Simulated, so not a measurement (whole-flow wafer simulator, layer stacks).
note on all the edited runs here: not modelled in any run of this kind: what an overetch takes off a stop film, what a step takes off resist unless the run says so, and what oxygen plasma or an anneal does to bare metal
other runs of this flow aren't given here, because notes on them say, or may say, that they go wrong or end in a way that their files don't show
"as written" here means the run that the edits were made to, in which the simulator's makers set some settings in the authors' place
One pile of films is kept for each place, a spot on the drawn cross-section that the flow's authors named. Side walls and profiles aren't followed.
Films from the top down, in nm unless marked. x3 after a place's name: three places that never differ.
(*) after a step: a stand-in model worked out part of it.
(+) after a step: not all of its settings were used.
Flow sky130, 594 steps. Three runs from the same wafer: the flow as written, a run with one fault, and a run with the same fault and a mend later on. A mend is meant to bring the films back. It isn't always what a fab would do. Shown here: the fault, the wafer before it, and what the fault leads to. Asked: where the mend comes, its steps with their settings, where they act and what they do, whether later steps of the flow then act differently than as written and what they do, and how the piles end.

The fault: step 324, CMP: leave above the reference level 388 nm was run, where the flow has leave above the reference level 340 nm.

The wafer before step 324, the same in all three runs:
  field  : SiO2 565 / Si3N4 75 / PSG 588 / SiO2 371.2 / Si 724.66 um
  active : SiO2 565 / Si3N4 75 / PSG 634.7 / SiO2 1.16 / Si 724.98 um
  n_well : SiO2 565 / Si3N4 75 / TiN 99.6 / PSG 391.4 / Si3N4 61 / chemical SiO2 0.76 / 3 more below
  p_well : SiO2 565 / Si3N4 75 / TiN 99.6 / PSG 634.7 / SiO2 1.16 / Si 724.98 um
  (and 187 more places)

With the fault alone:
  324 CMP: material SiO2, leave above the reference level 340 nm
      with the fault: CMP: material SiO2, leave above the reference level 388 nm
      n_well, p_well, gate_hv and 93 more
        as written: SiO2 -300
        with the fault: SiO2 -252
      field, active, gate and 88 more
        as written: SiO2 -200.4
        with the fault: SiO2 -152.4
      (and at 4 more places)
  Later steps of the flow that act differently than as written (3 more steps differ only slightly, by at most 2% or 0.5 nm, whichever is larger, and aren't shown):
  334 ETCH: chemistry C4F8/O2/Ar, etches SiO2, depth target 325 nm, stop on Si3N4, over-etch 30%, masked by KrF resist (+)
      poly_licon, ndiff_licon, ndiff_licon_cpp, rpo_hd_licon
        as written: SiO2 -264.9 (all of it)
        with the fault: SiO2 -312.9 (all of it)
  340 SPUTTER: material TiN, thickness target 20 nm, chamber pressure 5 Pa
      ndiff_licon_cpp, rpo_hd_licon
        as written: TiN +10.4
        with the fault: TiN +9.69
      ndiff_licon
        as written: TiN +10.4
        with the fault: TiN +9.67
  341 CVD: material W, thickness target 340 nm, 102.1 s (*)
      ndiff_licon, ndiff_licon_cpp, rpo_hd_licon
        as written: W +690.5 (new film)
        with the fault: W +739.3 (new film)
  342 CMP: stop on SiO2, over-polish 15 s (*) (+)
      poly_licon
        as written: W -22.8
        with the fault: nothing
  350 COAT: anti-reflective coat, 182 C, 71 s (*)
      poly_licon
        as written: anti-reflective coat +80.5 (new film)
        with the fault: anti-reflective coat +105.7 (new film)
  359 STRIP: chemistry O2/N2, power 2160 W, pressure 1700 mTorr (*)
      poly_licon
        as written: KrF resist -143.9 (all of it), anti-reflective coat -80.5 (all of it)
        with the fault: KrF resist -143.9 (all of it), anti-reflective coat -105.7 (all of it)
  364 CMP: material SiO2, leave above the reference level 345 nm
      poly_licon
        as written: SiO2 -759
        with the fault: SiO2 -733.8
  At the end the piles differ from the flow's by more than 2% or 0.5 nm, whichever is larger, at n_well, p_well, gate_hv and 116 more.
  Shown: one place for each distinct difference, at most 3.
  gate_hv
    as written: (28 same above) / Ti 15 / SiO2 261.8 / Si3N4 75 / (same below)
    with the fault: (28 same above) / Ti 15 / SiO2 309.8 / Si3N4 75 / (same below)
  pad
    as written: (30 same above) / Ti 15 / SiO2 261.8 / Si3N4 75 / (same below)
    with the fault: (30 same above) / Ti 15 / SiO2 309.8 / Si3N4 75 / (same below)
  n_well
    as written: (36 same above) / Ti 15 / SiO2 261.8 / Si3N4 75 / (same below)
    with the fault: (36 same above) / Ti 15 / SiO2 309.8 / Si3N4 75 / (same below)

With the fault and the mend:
  The mend comes after step 324.
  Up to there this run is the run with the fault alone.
  324a CMP: material SiO2, leave above the reference level 340 nm (the flow's step 324 once more)
      field, active, n_well and 188 more
        SiO2 -48
  No later step of the flow acts differently than as written at any place that is followed.
  At the end the piles are the same as the flow's at every place that both follow.
